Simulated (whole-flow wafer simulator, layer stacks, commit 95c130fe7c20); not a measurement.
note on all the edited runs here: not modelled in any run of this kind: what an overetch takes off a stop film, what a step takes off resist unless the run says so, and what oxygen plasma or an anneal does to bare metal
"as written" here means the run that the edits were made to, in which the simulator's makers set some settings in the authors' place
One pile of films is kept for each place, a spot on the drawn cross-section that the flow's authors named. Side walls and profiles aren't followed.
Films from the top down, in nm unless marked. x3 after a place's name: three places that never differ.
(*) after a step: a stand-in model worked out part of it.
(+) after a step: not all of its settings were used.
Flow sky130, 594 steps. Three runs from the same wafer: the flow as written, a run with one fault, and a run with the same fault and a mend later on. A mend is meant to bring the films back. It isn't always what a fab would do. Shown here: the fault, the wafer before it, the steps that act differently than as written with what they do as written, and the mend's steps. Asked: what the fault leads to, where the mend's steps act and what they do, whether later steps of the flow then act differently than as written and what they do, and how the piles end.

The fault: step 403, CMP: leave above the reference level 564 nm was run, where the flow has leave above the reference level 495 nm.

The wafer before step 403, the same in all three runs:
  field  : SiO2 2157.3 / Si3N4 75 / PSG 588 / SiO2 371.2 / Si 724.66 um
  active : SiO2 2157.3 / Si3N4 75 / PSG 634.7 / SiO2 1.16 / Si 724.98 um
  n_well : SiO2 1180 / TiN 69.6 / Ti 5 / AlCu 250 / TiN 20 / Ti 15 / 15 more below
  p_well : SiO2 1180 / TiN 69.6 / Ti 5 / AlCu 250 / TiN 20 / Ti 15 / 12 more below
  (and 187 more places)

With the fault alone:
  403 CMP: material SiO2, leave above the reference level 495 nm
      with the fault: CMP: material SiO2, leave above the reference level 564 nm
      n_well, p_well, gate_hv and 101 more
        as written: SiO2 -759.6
        with the fault: SiO2 -690.6
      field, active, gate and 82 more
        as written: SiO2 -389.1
        with the fault: SiO2 -320.1
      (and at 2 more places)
  Later steps of the flow that act differently than as written:
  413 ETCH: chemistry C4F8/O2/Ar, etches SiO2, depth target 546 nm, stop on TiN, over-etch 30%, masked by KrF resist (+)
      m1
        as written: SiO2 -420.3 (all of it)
        with the fault: SiO2 -489.3 (all of it)
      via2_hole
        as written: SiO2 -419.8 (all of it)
        with the fault: SiO2 -488.8 (all of it)
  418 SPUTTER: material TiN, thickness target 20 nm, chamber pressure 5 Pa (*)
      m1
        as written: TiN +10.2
        with the fault: TiN +9.31
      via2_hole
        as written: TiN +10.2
        with the fault: TiN +9.3
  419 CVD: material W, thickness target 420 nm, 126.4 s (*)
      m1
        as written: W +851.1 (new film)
        with the fault: W +921 (new film)
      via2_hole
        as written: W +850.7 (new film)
        with the fault: W +920.5 (new film)
  At the end the piles differ from the flow's by more than 2% or 0.5 nm, whichever is larger, at n_well, p_well, gate_hv and 115 more.
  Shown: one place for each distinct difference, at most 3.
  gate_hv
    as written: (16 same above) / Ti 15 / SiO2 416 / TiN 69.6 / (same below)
    with the fault: (16 same above) / Ti 15 / SiO2 485 / TiN 69.6 / (same below)
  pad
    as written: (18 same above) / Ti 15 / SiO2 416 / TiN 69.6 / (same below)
    with the fault: (18 same above) / Ti 15 / SiO2 485 / TiN 69.6 / (same below)
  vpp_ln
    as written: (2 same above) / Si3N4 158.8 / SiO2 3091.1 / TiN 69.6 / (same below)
    with the fault: (2 same above) / Si3N4 158.8 / SiO2 3160.1 / TiN 69.6 / (same below)

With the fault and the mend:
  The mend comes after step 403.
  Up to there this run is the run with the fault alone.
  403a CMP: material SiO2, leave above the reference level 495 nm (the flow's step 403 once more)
      field, active, n_well and 188 more
        SiO2 -69
  No later step of the flow acts differently than as written at any place that is followed.
  At the end the piles are the same as the flow's at every place that both follow.
